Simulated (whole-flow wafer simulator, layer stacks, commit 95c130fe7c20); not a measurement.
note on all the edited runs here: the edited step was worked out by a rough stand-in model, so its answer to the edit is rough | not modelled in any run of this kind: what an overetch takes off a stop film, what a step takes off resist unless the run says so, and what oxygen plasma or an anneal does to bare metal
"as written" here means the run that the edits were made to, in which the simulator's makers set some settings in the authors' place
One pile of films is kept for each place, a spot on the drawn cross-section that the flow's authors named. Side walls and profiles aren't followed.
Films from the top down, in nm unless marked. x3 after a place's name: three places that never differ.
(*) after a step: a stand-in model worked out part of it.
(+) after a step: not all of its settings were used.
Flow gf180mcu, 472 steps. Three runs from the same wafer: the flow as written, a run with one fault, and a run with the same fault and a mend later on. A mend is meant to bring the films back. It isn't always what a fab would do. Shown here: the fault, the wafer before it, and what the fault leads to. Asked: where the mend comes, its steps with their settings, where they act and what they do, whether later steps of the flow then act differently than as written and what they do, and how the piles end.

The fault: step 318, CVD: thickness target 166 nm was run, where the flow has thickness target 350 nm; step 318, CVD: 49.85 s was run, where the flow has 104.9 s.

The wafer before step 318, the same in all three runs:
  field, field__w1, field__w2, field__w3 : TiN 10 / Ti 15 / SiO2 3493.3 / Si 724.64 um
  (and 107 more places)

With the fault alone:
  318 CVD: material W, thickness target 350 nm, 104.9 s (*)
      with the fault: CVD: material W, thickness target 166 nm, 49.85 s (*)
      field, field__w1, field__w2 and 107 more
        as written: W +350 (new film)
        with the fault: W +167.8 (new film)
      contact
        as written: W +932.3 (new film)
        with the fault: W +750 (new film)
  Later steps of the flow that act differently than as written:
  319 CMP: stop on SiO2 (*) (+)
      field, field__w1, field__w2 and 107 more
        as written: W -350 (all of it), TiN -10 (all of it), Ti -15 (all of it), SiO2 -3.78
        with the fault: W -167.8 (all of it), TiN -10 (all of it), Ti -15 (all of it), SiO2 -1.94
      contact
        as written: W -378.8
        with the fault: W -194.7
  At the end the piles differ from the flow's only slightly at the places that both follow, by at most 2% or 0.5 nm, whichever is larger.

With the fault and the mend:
  The mend comes after step 318.
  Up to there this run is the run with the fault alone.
  318a CVD: material W, thickness target 184 nm, 55.17 s (the flow's step 318 once more, with other settings)
      field, field__w1, field__w2 and 108 more
        W +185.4
  No later step of the flow acts differently than as written, at any place that is followed, by more than 2% or 0.5 nm, whichever is larger.
  At the end the piles differ from the flow's only slightly at the places that both follow, by at most 2% or 0.5 nm, whichever is larger.
